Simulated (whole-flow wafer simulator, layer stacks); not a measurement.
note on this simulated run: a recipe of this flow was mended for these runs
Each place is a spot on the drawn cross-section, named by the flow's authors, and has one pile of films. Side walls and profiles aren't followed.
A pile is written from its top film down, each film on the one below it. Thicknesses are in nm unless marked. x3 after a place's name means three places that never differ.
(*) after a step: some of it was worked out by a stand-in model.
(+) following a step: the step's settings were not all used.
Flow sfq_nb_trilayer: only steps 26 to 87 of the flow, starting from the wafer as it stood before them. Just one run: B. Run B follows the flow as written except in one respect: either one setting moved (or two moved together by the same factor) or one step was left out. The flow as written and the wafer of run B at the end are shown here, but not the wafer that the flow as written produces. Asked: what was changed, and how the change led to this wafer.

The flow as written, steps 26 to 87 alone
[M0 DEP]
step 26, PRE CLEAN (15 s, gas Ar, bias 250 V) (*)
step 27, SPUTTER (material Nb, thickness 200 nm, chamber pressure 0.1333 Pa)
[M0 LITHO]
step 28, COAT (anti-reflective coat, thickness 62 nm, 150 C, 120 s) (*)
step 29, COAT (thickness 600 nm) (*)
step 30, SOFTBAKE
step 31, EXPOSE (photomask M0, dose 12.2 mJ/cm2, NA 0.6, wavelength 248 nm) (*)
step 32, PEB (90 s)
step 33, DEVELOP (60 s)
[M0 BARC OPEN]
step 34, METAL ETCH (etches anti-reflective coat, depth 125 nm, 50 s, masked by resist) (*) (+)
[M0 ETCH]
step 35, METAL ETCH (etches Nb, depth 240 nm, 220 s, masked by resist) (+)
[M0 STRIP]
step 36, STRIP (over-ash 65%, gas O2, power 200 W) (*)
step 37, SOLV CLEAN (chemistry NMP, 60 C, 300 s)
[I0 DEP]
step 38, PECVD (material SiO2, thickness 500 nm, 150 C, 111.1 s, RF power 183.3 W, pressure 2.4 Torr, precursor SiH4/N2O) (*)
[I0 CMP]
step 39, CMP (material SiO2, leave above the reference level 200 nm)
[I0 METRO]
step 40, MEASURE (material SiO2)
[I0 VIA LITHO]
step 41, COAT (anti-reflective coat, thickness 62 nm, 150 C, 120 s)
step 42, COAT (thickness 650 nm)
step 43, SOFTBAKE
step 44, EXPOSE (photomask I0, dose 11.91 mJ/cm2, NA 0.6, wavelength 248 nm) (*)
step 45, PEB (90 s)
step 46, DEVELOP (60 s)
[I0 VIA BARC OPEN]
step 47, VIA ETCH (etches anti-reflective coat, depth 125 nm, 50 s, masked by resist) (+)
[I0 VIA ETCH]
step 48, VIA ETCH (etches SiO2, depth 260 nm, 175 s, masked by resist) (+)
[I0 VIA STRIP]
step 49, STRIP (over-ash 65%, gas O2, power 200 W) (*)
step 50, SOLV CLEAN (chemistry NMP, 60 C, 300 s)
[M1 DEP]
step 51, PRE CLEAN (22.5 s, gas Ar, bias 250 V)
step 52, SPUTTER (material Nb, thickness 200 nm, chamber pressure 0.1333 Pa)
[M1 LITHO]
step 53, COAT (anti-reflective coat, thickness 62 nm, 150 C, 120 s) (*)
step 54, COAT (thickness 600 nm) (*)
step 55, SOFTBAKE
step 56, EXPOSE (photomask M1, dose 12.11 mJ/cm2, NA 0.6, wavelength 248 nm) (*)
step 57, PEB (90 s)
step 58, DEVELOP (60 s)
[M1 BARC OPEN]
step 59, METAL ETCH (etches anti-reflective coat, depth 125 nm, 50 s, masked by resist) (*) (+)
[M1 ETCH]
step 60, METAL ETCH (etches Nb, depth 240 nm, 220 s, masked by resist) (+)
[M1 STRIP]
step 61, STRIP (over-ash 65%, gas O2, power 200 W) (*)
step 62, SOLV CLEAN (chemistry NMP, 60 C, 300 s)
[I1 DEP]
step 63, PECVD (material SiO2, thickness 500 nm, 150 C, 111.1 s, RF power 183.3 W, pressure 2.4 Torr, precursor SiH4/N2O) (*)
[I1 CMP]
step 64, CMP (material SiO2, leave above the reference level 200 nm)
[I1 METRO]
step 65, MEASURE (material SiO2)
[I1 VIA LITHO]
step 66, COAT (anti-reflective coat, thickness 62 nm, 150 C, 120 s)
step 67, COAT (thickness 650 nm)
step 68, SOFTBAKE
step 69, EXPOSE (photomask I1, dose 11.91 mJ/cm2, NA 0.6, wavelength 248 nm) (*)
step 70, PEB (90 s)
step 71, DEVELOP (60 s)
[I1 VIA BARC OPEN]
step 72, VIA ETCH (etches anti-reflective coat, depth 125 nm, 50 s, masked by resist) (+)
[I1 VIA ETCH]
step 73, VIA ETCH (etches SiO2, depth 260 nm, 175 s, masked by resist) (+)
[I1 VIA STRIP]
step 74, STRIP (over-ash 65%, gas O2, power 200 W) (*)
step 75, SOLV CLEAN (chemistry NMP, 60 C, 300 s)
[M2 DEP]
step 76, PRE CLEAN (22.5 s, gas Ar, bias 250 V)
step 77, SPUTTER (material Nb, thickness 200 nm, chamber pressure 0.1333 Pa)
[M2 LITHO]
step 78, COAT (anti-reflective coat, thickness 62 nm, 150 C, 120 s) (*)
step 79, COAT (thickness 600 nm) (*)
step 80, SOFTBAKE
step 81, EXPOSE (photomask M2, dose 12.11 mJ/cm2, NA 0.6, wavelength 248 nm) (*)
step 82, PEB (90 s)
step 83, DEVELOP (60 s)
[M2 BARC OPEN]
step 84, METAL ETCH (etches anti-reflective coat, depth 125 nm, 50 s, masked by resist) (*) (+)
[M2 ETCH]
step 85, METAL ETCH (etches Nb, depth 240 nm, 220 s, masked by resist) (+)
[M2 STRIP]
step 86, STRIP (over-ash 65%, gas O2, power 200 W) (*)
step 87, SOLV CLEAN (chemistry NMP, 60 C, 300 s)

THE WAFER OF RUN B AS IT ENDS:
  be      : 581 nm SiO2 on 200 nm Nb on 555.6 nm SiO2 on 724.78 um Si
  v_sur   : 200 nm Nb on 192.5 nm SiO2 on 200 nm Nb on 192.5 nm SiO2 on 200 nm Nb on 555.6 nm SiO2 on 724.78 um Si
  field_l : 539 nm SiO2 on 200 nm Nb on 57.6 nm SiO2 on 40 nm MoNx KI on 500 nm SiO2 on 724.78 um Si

The reason: step 26, PRE CLEAN: bias 100 V was run, while the flow as written has bias 250 V.

The path from the change to this, step by step:
  step 26, PRE CLEAN (15 s, gas Ar, bias 250 V) (*)
      field_l, v_sur, via_wl and 102 more: SiO2 loses 2.4 (as written it would have been: SiO2 loses 5)
      l0v: MoNx KI loses 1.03 (as written it would have been: MoNx KI loses 2.91)
